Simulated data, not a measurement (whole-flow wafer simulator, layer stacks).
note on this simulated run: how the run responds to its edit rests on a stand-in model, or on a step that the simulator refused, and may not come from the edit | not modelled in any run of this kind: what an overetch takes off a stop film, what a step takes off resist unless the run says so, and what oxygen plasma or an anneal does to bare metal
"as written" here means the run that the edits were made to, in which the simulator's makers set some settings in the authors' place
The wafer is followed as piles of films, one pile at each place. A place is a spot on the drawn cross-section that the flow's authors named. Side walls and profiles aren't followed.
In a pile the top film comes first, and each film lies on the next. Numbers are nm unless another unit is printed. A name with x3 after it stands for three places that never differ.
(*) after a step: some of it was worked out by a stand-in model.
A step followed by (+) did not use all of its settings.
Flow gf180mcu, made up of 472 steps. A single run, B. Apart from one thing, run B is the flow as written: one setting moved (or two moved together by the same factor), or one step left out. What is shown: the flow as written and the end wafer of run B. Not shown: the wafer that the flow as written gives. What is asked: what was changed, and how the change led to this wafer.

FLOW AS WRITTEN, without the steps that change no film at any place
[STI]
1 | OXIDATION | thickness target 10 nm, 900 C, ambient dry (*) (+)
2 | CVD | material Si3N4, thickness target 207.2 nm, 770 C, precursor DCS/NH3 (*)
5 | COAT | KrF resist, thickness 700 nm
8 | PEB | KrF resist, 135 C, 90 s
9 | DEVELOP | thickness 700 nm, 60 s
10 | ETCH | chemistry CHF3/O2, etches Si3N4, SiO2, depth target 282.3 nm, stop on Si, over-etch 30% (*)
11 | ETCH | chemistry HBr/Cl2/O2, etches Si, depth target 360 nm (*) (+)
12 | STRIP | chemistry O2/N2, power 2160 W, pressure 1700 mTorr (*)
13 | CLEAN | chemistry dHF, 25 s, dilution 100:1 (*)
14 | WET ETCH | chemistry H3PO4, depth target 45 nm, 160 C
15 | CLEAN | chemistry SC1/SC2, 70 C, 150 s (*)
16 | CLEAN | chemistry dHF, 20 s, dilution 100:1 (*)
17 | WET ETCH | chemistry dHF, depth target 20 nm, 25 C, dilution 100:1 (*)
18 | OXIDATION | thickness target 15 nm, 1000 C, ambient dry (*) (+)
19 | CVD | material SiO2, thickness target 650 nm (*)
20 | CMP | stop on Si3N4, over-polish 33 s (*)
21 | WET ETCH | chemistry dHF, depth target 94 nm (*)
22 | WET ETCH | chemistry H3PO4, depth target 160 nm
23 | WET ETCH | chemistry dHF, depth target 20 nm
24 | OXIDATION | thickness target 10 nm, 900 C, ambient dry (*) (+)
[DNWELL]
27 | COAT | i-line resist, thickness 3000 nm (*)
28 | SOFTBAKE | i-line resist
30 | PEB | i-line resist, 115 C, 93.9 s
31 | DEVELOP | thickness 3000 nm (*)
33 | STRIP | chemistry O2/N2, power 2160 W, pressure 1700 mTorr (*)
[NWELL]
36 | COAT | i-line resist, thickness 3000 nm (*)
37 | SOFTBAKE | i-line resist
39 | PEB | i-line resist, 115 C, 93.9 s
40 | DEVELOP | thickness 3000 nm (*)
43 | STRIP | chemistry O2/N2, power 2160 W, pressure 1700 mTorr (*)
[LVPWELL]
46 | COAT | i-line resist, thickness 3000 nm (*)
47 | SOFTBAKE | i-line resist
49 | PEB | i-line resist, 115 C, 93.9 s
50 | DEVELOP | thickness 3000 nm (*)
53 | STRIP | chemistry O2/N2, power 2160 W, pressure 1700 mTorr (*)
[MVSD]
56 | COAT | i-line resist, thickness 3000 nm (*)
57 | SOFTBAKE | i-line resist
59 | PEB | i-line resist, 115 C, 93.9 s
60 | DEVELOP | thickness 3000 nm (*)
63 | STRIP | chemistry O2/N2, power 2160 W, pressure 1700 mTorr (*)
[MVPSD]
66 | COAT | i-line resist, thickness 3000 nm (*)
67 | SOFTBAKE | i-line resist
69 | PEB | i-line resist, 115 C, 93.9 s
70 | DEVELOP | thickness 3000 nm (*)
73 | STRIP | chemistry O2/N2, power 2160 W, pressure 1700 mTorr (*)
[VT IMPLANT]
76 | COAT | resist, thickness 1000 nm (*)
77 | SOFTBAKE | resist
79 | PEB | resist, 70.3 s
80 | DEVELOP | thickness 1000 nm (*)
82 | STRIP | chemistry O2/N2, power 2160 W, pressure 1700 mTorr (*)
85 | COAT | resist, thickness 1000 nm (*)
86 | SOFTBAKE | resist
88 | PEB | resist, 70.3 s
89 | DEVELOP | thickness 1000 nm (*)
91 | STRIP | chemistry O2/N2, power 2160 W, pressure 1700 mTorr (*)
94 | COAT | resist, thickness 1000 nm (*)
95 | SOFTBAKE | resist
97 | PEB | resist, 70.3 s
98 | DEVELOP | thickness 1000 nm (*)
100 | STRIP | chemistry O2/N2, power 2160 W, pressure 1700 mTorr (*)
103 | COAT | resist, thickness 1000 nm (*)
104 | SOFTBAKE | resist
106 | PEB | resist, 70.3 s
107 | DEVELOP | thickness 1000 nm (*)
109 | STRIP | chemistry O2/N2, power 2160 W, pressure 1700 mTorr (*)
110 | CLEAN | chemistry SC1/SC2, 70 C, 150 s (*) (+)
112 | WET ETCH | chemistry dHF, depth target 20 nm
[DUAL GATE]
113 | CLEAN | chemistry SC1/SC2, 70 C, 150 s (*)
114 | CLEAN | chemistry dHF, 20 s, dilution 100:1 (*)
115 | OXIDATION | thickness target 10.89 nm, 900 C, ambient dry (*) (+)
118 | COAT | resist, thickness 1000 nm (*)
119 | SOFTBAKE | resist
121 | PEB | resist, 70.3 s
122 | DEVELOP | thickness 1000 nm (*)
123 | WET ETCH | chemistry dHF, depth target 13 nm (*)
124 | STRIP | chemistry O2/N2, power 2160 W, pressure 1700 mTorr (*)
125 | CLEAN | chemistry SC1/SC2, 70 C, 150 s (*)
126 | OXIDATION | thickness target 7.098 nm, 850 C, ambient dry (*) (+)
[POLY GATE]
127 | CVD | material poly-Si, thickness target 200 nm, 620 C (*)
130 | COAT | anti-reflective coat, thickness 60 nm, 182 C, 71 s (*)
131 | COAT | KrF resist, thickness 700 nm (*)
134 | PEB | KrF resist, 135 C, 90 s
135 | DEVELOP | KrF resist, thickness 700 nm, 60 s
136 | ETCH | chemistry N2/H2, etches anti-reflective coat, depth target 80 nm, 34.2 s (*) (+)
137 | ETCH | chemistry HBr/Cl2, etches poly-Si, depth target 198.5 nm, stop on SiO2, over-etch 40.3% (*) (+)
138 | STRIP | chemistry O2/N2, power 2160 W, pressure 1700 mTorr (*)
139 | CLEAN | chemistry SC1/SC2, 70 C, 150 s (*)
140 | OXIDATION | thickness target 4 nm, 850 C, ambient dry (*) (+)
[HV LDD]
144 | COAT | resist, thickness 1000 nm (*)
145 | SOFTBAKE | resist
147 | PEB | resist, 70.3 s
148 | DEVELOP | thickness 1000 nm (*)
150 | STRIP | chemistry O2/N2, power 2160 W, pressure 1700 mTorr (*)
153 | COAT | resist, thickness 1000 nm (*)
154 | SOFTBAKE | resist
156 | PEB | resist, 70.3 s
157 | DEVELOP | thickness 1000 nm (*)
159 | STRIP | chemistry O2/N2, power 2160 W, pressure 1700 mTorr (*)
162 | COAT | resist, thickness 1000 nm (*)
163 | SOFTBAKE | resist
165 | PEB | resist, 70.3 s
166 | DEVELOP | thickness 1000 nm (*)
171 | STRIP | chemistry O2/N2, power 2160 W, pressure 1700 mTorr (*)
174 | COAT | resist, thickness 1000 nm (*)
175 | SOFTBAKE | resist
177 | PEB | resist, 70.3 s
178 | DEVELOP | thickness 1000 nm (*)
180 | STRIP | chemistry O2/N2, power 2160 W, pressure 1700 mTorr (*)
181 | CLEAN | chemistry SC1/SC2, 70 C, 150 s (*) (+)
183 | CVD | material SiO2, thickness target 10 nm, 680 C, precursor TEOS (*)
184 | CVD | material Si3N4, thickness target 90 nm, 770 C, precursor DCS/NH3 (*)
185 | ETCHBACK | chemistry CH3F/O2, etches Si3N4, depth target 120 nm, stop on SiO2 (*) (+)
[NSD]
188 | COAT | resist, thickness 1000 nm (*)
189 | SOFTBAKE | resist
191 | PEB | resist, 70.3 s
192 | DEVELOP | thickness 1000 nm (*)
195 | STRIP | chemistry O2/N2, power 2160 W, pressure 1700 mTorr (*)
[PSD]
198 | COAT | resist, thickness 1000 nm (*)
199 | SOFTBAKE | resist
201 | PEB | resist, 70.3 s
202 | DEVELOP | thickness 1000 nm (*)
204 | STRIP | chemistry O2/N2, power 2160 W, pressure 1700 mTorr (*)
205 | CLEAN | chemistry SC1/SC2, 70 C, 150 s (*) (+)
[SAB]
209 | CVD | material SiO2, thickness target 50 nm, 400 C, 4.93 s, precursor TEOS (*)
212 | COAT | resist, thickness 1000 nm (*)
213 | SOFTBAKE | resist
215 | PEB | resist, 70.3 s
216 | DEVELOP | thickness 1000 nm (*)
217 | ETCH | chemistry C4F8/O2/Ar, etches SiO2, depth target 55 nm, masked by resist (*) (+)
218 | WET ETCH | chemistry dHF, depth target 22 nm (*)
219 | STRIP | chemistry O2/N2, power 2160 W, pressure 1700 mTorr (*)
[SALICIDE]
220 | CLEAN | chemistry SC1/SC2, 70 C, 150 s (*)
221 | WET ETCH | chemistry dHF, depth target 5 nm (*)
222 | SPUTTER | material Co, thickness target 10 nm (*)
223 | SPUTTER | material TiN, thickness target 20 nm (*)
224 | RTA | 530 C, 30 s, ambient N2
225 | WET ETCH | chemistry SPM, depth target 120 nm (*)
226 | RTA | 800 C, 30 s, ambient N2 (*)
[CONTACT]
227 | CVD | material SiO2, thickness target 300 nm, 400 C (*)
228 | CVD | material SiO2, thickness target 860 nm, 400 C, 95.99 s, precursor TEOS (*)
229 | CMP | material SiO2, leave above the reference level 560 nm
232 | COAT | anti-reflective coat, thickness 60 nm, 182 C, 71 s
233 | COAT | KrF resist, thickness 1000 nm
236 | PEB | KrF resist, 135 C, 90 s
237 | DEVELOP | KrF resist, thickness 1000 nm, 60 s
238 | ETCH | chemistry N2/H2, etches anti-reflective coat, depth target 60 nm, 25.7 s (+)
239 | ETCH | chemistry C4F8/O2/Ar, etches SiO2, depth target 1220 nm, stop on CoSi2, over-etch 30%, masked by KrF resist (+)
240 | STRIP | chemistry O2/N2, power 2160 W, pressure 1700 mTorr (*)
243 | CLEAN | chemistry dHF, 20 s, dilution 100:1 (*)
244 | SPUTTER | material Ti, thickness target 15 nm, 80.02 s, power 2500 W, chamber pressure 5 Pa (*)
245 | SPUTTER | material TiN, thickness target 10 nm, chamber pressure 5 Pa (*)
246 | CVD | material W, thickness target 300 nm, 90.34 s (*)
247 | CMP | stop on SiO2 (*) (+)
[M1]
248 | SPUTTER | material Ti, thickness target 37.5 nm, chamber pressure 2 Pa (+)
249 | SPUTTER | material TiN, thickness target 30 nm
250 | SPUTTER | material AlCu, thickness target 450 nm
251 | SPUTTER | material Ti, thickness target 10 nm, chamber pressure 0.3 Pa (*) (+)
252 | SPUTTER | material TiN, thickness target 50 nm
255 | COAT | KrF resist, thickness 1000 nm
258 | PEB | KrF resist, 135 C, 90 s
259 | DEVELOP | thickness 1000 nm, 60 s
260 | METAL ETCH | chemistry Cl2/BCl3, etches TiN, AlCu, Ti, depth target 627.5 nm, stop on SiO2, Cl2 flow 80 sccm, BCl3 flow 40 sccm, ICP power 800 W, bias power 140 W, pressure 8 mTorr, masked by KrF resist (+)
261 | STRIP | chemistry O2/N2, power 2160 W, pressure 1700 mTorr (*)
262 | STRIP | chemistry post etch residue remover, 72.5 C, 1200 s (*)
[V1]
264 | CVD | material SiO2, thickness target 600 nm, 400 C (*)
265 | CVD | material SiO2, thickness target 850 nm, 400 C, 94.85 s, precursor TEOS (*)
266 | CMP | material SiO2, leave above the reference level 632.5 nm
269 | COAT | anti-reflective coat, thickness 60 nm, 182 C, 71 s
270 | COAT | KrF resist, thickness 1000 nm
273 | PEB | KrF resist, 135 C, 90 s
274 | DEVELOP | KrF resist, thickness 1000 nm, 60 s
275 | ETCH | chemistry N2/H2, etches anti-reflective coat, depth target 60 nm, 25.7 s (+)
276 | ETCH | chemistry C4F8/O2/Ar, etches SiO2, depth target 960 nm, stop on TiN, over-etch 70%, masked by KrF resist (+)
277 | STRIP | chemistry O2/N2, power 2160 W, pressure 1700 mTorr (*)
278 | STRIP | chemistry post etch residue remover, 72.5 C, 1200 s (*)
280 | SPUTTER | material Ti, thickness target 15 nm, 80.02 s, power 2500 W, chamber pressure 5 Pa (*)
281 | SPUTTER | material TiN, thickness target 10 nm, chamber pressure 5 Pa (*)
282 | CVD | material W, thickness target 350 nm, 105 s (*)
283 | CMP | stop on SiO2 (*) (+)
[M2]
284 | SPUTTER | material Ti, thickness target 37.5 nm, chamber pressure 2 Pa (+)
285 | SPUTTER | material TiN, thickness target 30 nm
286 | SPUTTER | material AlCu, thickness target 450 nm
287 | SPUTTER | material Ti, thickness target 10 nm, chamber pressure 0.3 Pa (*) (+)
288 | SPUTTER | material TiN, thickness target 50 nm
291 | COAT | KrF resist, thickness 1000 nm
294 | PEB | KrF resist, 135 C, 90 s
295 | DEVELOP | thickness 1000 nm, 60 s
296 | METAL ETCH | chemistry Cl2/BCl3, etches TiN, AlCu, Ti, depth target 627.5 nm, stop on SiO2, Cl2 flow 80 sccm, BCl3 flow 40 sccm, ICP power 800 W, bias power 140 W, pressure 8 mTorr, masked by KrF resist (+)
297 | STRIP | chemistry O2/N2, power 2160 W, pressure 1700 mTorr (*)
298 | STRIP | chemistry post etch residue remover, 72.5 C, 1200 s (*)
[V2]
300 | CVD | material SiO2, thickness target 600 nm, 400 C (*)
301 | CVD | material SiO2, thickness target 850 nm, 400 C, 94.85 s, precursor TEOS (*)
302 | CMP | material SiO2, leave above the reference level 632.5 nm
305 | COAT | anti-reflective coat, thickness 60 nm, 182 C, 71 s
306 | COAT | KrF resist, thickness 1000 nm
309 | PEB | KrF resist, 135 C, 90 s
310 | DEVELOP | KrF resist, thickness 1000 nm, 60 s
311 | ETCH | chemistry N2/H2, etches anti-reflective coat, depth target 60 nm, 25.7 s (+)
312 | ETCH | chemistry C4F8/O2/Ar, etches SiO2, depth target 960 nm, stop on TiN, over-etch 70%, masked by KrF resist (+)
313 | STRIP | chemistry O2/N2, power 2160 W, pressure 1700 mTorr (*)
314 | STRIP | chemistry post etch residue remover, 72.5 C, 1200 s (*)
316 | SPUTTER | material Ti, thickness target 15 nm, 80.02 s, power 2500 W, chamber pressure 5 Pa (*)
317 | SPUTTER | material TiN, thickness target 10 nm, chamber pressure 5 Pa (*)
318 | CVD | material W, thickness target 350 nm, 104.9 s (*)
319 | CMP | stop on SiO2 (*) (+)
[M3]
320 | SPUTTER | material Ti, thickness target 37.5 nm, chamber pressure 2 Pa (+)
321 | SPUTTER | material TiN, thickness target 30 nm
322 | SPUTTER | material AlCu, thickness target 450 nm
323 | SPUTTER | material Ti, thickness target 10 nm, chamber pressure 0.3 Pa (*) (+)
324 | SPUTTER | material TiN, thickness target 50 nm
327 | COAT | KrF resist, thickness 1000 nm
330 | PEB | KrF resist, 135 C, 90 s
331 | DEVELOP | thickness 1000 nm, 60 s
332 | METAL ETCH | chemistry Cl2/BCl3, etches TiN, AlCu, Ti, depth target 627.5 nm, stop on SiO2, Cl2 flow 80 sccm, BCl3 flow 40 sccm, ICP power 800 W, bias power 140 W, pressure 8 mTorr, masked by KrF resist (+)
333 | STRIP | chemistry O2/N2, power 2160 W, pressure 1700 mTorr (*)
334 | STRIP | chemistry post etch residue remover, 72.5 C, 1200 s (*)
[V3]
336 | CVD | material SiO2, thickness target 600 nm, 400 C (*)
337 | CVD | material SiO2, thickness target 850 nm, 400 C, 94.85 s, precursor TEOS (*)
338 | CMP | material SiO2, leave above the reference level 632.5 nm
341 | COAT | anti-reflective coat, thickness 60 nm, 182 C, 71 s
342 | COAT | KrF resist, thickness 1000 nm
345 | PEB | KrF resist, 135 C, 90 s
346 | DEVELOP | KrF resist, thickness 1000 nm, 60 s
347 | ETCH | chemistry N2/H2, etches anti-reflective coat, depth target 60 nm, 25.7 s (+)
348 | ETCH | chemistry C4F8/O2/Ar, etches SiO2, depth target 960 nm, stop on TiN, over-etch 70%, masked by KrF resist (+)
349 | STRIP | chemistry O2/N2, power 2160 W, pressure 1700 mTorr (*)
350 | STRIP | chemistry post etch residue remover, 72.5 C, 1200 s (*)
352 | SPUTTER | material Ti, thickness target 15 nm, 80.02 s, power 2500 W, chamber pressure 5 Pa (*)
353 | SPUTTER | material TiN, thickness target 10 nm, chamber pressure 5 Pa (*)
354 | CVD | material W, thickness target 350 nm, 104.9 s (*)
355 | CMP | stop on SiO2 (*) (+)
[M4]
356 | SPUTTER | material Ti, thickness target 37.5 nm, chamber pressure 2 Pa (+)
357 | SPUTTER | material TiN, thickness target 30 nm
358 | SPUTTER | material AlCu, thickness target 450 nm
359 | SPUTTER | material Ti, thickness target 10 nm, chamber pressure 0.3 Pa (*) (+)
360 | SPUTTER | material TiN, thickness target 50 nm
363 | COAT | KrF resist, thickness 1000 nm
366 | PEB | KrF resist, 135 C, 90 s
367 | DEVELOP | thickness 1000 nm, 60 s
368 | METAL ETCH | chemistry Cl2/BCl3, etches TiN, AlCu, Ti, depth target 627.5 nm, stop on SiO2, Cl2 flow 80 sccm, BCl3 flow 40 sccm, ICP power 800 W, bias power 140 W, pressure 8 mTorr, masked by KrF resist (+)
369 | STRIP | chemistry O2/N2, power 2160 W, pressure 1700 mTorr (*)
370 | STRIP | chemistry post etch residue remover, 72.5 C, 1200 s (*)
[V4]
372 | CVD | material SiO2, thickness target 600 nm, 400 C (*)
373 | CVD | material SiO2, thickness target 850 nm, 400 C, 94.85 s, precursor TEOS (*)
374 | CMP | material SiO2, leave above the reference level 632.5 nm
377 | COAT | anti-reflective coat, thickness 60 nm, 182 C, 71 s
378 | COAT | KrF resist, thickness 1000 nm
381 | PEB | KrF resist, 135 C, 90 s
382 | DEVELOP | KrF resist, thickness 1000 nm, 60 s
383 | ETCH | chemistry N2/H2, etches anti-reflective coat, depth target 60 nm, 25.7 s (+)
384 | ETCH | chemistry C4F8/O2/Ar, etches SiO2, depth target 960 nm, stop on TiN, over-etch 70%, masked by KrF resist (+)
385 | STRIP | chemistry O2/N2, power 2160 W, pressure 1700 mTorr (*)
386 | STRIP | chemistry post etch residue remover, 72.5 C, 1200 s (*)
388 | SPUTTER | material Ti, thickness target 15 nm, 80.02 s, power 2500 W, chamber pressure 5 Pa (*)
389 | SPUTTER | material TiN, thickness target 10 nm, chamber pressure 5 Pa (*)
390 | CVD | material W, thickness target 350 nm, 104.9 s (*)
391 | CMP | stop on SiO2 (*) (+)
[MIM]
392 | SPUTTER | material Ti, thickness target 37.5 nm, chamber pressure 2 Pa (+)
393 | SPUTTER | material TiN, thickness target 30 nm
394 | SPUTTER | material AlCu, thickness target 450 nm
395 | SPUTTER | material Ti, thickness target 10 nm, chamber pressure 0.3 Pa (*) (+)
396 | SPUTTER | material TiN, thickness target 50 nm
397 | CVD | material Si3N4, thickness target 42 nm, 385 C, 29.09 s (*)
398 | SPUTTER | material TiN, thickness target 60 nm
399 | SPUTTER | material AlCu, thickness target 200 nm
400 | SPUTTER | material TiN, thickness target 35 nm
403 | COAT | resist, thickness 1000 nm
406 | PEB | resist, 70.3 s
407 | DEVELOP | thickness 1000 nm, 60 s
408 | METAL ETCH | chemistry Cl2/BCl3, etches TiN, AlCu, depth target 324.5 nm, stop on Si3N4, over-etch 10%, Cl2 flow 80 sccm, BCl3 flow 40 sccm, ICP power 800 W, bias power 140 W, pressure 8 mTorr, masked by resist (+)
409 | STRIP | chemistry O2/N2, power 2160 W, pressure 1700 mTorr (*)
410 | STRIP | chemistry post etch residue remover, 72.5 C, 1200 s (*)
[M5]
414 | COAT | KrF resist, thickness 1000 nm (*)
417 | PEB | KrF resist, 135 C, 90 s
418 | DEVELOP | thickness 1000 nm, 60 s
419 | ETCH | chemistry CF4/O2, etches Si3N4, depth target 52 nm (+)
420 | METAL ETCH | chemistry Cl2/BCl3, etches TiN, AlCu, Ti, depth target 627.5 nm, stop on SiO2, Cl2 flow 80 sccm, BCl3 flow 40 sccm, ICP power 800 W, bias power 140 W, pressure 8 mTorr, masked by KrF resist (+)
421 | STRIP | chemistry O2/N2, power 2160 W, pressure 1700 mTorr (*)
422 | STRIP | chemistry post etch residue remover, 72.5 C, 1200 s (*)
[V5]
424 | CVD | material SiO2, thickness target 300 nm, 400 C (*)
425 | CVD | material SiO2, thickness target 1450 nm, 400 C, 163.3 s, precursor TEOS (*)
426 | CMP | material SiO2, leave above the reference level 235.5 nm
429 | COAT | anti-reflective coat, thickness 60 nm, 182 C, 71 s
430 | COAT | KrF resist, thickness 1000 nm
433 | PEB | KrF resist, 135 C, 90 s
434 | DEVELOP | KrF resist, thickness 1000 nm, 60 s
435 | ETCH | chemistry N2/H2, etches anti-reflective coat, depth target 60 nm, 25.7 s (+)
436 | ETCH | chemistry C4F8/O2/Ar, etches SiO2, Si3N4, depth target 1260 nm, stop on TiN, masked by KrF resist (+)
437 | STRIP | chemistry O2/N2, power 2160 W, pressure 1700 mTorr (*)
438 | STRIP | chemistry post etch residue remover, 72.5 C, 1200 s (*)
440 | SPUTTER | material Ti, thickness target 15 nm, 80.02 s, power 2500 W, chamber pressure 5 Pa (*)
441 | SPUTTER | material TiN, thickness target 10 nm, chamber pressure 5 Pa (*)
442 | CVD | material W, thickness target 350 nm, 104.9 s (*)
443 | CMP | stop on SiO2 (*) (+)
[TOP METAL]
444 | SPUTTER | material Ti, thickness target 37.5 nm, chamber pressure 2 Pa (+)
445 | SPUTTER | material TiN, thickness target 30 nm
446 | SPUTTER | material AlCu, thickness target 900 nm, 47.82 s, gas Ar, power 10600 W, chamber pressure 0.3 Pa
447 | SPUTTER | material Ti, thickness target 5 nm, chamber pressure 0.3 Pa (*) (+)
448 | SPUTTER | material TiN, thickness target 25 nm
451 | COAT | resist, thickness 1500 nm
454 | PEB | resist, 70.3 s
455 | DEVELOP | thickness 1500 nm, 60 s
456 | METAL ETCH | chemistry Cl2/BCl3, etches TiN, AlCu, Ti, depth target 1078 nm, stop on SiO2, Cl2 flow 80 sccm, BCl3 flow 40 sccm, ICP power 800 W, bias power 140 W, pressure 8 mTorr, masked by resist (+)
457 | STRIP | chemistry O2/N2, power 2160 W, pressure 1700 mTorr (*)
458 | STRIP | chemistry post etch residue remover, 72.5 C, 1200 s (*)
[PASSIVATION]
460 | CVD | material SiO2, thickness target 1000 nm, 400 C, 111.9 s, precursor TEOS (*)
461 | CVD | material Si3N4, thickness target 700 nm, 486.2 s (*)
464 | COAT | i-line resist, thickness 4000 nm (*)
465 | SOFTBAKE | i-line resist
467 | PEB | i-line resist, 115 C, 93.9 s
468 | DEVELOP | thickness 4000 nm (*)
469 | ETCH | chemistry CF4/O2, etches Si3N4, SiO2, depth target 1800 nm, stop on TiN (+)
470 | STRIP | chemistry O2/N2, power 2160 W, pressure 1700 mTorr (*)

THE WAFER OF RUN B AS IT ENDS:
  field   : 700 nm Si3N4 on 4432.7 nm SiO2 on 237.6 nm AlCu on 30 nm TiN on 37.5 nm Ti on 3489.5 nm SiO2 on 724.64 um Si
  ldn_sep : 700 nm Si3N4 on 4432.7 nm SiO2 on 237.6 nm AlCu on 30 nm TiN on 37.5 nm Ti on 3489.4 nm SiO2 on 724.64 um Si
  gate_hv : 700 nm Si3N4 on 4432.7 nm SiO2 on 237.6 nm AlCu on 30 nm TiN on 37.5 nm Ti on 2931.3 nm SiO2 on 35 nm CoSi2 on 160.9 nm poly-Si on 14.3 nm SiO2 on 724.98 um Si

What caused this: step 332, METAL ETCH: depth target 266.7 nm was run, whereas the flow has depth target 627.5 nm.

The path from the change to this, step by step:
  332 | METAL ETCH | chemistry Cl2/BCl3, etches TiN, AlCu, Ti, depth target 627.5 nm, stop on SiO2, Cl2 flow 80 sccm, BCl3 flow 40 sccm, ICP power 800 W, bias power 140 W, pressure 8 mTorr, masked by KrF resist (+)
      field, field__w1, field__w2 and 103 more: TiN loses 50 (all of it), Ti loses 10 (all of it), AlCu loses 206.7 (as written it would have been: TiN loses 50 (all of it), Ti loses 10 (all of it), AlCu loses 450 (all of it), TiN loses 30 (all of it), Ti loses 37.5 (all of it))
      field__w8, contact, m1, m1__w1, m1_nw: KrF resist loses 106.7 (as written it would have been: KrF resist loses 251)
  333 | STRIP | chemistry O2/N2, power 2160 W, pressure 1700 mTorr (*)
      field__w8, contact, m1, m1__w1, m1_nw: KrF resist loses 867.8 (all of it) (as written it would have been: KrF resist loses 723.5 (all of it))
  334 | STRIP | chemistry post etch residue remover, 72.5 C, 1200 s (*)
      field, field__w1, field__w2 and 103 more: AlCu loses 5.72 (as written it would have been: nothing)
  336 | CVD | material SiO2, thickness target 600 nm, 400 C (*)
      field, field__w1, field__w2 and 103 more: SiO2 gains 600 (new film) (as written it would have been: SiO2 gains 600)
  338 | CMP | material SiO2, leave above the reference level 632.5 nm
      field, field__w1, field__w2 and 103 more: SiO2 loses 605.1 (as written it would have been: SiO2 loses 300)
If metal films that touch count as one body, field has 1 body; the flow as written gives 0 bodies.
If metal films that touch count as one body, ldn_sep has 1 body; the flow as written gives 0 bodies.
If metal films that touch count as one body, gate_hv has 2 bodies (between them, from the top down: SiO2 2931.3); the flow as written gives 1 body.
